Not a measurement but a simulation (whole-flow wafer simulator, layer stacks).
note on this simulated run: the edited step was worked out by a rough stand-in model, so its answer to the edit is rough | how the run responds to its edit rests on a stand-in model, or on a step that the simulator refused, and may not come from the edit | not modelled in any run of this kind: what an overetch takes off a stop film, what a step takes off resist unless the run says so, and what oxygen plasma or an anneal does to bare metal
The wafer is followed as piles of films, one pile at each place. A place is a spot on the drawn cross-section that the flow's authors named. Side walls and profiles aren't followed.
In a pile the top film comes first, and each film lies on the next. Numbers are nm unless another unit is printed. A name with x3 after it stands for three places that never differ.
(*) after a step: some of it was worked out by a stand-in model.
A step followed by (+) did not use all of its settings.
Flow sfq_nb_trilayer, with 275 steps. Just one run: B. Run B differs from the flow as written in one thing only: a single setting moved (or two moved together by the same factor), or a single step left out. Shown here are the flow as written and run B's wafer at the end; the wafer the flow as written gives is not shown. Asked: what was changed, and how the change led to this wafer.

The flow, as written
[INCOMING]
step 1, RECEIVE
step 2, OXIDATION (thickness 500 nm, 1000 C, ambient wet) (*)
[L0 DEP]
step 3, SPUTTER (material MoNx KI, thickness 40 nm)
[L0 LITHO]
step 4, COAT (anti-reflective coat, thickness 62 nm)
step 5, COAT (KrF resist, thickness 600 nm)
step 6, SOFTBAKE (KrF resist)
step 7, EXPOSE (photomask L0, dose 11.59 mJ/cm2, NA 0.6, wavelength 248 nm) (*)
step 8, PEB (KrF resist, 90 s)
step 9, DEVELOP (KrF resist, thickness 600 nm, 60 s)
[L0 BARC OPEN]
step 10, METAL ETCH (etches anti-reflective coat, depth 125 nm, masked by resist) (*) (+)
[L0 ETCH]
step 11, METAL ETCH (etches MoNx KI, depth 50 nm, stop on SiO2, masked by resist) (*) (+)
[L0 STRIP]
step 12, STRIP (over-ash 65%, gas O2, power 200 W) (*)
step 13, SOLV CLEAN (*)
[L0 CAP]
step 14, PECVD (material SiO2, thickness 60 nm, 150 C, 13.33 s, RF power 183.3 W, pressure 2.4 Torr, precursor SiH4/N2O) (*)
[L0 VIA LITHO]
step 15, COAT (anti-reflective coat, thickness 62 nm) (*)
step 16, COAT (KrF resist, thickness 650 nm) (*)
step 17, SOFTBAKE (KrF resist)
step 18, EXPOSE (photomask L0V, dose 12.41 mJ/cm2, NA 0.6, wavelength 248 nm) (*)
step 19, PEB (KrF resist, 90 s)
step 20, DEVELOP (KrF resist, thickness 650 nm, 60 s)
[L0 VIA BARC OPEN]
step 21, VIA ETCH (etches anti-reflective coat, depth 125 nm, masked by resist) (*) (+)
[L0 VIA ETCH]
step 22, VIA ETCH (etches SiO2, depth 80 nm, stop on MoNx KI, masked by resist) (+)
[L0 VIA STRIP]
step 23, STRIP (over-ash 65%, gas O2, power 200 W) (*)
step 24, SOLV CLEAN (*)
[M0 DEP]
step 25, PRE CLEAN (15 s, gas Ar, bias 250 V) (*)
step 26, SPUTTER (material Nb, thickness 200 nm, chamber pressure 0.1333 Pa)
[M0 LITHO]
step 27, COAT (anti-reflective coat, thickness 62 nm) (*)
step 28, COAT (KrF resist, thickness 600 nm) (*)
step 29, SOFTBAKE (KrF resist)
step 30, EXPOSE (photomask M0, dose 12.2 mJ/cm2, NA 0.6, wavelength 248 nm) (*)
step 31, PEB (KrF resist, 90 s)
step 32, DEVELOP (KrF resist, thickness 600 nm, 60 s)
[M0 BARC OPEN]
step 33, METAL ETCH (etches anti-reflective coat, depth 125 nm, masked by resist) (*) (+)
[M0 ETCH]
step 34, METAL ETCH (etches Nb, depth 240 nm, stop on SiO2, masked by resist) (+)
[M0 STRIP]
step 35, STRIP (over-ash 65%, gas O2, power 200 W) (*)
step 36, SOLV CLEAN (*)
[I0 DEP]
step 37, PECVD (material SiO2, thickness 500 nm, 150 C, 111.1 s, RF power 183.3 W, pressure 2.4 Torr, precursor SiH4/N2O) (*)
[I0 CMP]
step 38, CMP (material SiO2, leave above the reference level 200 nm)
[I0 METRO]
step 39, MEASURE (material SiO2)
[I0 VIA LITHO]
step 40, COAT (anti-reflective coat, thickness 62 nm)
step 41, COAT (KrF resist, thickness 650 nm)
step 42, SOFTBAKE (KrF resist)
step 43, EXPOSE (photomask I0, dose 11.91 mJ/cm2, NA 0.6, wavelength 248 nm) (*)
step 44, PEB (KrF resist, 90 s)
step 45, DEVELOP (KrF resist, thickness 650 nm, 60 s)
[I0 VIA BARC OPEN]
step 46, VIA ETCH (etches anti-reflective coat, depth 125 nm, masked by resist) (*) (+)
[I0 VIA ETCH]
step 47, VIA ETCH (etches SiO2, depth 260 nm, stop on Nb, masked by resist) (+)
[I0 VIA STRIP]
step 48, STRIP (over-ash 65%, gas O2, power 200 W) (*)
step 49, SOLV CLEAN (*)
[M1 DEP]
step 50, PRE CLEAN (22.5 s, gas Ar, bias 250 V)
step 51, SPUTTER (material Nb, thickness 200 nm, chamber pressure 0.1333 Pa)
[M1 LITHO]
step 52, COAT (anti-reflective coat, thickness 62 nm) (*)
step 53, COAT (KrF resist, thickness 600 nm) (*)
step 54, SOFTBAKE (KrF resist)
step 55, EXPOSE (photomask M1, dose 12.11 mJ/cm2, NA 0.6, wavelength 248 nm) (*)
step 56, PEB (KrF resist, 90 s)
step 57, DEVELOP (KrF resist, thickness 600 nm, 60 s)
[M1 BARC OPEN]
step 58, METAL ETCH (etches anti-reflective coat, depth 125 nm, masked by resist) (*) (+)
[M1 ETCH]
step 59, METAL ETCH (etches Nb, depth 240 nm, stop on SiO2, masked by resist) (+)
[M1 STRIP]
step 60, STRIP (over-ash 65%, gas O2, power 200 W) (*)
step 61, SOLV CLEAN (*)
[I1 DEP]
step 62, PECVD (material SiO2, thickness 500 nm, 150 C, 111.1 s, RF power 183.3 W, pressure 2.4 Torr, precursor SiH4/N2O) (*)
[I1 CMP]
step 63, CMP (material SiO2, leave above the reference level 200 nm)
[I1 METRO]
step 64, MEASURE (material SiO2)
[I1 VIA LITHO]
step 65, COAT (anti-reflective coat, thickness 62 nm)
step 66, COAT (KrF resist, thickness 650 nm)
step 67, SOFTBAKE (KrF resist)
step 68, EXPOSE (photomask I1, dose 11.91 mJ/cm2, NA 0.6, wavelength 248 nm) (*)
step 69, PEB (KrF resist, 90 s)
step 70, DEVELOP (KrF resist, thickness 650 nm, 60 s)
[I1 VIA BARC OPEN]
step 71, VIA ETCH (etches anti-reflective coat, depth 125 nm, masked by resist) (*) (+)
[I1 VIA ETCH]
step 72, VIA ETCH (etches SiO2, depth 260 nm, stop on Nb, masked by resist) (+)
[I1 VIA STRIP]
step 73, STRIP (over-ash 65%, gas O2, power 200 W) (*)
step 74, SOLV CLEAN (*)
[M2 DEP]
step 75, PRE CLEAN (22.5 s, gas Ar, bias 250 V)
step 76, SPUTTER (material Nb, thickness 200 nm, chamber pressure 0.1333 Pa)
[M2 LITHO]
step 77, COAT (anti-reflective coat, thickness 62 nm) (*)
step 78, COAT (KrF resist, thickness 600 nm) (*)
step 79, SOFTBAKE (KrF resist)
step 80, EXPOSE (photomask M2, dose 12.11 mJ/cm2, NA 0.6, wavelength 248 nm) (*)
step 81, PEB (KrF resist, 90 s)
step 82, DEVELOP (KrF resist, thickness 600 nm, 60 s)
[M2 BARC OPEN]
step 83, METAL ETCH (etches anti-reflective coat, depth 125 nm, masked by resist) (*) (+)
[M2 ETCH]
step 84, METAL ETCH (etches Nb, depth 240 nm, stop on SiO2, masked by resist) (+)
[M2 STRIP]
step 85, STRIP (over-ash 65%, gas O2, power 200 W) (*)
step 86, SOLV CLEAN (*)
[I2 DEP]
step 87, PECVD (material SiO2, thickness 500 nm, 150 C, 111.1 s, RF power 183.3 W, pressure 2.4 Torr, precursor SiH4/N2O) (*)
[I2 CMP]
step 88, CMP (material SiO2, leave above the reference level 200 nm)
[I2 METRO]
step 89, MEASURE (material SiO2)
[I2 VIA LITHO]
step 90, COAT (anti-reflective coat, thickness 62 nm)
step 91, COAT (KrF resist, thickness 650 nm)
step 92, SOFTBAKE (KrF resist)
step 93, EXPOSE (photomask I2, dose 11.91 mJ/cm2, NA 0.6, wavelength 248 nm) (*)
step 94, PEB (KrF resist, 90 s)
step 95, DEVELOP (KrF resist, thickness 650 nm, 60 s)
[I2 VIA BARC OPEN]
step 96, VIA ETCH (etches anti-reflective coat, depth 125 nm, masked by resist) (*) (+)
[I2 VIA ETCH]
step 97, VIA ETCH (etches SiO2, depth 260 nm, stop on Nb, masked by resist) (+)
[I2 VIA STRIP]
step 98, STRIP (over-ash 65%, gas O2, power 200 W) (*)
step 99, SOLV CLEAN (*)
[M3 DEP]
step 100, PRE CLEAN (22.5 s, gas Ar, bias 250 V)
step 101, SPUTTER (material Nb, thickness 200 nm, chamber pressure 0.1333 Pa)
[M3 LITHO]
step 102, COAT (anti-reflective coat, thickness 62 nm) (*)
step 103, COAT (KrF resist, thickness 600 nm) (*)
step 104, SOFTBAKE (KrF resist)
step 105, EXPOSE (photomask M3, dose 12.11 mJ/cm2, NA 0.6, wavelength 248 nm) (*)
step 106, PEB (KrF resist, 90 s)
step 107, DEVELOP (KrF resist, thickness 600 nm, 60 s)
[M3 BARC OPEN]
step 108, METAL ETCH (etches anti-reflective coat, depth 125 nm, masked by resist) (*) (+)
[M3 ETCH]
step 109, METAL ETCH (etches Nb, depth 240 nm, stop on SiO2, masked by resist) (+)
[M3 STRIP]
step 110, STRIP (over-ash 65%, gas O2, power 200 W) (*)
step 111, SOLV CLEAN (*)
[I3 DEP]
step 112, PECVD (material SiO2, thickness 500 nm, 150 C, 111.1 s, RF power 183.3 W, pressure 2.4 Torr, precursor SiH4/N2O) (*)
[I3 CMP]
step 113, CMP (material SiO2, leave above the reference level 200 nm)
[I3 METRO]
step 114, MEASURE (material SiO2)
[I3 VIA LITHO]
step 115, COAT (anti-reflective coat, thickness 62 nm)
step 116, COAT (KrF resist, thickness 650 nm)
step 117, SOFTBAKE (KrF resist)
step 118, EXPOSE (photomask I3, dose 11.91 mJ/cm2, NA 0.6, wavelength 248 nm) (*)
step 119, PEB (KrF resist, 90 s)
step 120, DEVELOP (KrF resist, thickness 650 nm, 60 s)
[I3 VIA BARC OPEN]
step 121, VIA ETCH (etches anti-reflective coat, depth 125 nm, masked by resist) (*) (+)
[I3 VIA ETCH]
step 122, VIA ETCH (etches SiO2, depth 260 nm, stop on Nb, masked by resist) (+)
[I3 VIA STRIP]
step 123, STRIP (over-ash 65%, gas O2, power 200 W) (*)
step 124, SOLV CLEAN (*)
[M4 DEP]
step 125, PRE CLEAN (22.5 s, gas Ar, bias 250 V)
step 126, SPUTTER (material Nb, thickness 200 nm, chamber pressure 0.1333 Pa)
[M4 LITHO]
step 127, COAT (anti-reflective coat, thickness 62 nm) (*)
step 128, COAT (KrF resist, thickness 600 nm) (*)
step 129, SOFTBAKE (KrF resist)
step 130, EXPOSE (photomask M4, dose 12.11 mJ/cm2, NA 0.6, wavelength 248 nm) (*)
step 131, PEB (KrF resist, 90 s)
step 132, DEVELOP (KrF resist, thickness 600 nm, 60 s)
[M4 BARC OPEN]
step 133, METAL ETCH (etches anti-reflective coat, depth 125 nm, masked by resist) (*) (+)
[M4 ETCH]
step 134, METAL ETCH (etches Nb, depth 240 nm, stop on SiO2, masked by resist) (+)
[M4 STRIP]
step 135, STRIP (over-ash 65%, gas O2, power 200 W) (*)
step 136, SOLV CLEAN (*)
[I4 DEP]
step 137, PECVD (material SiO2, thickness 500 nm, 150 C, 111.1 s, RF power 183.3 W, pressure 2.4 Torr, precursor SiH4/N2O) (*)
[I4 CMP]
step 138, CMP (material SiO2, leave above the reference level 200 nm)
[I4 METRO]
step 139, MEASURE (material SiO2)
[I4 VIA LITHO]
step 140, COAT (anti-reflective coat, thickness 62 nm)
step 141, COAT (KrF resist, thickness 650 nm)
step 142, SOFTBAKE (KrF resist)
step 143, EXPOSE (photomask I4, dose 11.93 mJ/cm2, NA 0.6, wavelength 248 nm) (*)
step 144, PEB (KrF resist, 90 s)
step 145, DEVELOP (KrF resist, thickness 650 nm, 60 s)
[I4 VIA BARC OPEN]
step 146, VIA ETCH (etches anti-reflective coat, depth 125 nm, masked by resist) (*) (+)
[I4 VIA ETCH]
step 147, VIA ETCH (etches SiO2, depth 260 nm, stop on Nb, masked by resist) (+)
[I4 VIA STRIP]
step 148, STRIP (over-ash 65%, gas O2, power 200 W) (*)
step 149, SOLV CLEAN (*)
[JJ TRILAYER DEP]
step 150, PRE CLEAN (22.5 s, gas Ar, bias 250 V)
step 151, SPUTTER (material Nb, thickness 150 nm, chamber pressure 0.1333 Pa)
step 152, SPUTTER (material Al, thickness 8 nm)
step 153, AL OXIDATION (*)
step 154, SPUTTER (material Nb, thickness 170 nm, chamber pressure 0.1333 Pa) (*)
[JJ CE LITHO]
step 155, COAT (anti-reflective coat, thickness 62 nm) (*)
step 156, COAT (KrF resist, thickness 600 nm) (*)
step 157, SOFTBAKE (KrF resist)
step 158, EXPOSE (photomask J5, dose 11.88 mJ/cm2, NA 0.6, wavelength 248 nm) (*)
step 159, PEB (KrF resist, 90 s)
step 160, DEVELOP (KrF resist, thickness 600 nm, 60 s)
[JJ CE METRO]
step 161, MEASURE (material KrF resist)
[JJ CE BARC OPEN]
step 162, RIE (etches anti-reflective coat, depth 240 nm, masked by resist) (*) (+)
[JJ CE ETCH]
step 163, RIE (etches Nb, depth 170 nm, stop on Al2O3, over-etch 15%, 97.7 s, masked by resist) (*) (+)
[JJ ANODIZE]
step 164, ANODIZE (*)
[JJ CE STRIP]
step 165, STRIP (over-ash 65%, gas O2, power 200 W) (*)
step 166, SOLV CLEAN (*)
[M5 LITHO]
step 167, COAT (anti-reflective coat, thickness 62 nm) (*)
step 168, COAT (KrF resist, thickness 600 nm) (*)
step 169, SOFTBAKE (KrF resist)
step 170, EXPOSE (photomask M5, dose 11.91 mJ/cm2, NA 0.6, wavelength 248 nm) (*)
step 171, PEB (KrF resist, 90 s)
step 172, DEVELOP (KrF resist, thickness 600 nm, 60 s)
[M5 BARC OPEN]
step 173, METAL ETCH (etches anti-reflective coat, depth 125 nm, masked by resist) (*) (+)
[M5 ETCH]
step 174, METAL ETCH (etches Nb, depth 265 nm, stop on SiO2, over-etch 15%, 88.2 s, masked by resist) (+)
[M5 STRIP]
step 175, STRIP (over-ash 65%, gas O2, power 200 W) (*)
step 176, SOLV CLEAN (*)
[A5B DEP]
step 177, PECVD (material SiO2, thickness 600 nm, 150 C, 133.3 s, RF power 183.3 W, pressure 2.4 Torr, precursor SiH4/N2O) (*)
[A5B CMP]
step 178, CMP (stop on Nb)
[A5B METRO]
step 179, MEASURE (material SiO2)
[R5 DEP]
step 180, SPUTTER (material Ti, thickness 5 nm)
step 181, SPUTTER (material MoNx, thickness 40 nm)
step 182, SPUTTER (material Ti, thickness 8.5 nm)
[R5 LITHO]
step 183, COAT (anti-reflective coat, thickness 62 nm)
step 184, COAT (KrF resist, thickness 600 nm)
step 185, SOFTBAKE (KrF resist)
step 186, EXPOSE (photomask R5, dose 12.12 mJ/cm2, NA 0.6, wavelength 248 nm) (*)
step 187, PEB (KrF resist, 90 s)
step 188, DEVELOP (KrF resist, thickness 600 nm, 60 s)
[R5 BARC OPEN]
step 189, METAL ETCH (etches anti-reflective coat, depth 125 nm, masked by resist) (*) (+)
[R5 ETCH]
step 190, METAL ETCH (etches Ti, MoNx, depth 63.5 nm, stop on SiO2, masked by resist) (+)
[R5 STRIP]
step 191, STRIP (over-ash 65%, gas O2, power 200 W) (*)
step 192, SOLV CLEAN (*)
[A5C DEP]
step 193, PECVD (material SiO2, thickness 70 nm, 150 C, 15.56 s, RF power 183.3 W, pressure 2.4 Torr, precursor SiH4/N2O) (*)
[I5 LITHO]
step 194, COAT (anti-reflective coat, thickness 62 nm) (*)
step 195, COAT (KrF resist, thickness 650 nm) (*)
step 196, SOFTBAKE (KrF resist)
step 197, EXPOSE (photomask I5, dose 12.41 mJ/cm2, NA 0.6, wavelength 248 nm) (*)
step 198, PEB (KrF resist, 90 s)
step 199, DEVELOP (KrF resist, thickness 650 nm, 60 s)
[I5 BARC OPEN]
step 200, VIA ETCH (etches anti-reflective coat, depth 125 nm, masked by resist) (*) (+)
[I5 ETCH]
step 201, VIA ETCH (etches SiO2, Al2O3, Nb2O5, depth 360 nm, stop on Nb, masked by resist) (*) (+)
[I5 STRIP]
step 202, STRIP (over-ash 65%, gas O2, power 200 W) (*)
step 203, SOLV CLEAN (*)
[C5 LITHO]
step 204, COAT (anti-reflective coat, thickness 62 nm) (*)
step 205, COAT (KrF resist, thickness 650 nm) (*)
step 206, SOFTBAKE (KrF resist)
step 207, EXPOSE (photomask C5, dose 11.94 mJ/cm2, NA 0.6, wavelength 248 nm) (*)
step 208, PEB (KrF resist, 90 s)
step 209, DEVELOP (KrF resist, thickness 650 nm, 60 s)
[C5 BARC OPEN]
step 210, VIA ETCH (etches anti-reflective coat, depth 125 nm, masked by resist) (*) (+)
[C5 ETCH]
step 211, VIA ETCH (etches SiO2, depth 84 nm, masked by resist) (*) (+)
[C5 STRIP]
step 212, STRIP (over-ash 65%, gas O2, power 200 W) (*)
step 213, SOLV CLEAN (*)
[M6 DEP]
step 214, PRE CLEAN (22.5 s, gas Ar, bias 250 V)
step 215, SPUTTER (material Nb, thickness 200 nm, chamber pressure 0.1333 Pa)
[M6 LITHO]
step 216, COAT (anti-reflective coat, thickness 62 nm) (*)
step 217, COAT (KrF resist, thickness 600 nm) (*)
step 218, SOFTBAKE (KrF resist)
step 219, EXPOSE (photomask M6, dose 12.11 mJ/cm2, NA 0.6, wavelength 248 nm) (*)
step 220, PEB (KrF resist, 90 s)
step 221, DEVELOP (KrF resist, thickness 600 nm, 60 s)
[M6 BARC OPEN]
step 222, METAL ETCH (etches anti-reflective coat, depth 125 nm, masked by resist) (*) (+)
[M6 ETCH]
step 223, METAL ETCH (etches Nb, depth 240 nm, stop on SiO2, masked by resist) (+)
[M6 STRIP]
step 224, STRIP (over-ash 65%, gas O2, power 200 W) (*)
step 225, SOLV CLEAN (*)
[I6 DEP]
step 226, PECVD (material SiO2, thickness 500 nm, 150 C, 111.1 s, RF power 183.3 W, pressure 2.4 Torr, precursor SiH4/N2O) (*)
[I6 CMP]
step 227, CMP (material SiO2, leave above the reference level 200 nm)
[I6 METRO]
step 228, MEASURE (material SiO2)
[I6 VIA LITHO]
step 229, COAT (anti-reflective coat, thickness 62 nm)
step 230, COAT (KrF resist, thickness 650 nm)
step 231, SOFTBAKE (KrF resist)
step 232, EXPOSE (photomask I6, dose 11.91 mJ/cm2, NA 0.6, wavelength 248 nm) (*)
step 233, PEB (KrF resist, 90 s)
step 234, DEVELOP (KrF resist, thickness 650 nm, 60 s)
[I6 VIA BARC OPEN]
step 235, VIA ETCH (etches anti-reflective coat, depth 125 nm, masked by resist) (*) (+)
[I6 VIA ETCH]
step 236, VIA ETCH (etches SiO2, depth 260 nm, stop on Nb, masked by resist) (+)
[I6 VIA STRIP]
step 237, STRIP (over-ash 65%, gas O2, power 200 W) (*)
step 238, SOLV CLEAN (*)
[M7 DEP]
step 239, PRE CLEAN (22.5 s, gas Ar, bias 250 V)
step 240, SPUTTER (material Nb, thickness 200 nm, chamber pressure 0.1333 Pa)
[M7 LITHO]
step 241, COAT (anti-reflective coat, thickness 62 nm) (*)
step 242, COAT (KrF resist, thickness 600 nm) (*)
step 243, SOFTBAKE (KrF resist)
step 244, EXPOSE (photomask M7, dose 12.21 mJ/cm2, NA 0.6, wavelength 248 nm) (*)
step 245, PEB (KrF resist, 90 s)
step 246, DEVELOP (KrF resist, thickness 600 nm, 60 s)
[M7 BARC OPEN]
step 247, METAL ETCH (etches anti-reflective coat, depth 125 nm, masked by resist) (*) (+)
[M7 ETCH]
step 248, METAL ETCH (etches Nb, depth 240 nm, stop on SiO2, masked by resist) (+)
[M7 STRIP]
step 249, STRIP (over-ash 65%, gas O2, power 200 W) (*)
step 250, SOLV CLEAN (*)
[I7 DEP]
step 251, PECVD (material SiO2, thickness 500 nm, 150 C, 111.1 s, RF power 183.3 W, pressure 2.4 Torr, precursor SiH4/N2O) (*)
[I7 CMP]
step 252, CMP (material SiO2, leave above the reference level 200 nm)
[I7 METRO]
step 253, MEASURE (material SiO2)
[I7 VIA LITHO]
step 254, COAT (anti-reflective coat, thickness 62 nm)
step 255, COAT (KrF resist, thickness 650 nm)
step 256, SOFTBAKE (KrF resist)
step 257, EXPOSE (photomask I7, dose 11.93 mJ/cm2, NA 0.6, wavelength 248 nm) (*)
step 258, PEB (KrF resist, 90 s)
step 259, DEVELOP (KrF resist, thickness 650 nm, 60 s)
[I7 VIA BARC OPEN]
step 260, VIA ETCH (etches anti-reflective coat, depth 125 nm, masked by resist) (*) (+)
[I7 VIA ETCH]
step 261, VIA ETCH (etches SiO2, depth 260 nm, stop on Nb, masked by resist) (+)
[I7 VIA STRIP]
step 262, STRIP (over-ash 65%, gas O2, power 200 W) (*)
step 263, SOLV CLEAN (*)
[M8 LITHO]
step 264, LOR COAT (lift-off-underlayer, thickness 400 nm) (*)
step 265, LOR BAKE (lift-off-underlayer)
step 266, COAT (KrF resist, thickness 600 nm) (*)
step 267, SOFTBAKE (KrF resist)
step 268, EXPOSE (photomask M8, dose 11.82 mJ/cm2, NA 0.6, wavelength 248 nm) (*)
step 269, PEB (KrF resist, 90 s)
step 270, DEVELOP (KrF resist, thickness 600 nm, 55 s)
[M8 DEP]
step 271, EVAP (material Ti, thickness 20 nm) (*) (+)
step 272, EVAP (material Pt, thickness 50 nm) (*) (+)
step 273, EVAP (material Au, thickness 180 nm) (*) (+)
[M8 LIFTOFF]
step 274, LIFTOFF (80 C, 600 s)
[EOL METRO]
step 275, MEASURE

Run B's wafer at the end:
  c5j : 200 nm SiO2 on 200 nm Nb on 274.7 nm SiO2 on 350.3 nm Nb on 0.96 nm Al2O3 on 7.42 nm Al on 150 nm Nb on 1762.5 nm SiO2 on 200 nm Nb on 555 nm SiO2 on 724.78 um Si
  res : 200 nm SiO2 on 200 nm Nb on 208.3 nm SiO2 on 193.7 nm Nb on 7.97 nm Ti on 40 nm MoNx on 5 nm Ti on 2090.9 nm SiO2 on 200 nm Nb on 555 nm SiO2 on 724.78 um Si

The reason: step 211, VIA ETCH: depth 63 nm was run, though the flow has depth 84 nm.

Step by step, how the change led to this:
  step 211, VIA ETCH (etches SiO2, depth 84 nm, masked by resist) (*) (+)
      c5j: -63 SiO2 (in the flow as written it would be: -69.9 SiO2 (all of it), -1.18 Nb)
      res: -63 SiO2 (in the flow as written it would be: -69.9 SiO2 (all of it))
      (and at 104 other places as well)
  step 214, PRE CLEAN (22.5 s, gas Ar, bias 250 V)
      c5j: -6.89 SiO2 (all of it), -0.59 Nb (in the flow as written it would be: -6.45 Nb)
      res: -6.86 SiO2 (all of it), -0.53 Ti (in the flow as written it would be: -4.53 Ti)
  step 216, COAT (anti-reflective coat, thickness 62 nm) (*)
      ce_l: +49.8 anti-reflective coat (new film) (in the flow as written it would be: +48 anti-reflective coat (new film))
      c5j: +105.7 anti-reflective coat (new film) (in the flow as written it would be: +110.7 anti-reflective coat (new film))
      (and at 2 other places as well)
  step 224, STRIP (over-ash 65%, gas O2, power 200 W) (*)
      ce_l: -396 KrF resist (all of it), -49.8 anti-reflective coat (all of it) (in the flow as written it would be: -397.1 KrF resist (all of it), -48 anti-reflective coat (all of it))
      c5j: -414.6 KrF resist (all of it), -105.7 anti-reflective coat (all of it) (in the flow as written it would be: -418.3 KrF resist (all of it), -110.7 anti-reflective coat (all of it))
      (and at 2 other places as well)
